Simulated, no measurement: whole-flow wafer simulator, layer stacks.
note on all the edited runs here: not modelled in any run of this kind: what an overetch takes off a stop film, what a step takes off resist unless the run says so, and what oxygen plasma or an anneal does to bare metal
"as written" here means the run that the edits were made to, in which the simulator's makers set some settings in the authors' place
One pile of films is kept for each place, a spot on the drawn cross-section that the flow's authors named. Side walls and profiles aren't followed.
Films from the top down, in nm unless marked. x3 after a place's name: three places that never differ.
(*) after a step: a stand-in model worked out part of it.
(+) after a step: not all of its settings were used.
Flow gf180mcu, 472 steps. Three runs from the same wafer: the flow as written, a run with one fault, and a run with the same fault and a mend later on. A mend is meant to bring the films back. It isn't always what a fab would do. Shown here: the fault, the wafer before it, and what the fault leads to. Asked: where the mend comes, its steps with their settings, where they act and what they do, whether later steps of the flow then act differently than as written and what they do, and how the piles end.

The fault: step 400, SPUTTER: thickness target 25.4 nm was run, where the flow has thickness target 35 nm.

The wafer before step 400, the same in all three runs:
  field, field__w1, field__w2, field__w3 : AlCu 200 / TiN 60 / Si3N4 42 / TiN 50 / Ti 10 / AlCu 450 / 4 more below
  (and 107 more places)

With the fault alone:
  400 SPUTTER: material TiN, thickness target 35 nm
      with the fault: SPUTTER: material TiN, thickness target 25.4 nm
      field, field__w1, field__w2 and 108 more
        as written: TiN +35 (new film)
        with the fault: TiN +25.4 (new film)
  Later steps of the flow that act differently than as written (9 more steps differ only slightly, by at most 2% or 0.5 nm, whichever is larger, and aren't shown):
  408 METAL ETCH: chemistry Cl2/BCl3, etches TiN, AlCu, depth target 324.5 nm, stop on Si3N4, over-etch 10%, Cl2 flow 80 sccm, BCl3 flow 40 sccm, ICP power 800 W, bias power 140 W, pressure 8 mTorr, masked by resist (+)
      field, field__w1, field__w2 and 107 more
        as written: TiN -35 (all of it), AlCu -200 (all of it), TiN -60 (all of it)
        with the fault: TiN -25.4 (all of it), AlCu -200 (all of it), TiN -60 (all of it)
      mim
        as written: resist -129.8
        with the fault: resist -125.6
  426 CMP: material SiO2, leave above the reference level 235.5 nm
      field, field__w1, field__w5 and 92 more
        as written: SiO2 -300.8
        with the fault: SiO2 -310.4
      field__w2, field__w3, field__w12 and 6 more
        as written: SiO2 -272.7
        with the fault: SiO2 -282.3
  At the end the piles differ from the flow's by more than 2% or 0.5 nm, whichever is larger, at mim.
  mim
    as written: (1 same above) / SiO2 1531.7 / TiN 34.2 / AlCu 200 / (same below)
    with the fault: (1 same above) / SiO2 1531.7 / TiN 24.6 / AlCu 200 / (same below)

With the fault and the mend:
  The mend comes after step 407.
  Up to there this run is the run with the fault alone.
  407a STRIP: chemistry O2/N2, power 2160 W, pressure 1700 mTorr (*)
      mim
        resist -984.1 (all of it)
  407b SPUTTER: material TiN, thickness target 9.6 nm (the flow's step 400 once more, with other settings)
      field, field__w1, field__w2 and 108 more
        TiN +9.6
  407c HMDS: 120 C, 60 s (the flow's step 402 once more)
      changes no film at any place that is followed
  407d COAT: resist, thickness 1000 nm (the flow's step 403 once more)
      field, field__w1, field__w2 and 108 more
        resist +1000 (new film)
  407e SOFTBAKE: resist (the flow's step 404 once more)
      changes no film at any place that is followed
  407f EXPOSE: photomask FuseTop (the flow's step 405 once more)
      changes no film at any place that is followed
  407g PEB: resist, 70.3 s (the flow's step 406 once more)
      field, field__w1, field__w2 and 108 more
        resist -15.9
  407h DEVELOP: thickness 1000 nm, 60 s (the flow's step 407 once more)
      field, field__w1, field__w2 and 107 more
        resist -984.1 (all of it)
  No later step of the flow acts differently than as written at any place that is followed.
  At the end the piles are the same as the flow's at every place that both follow.
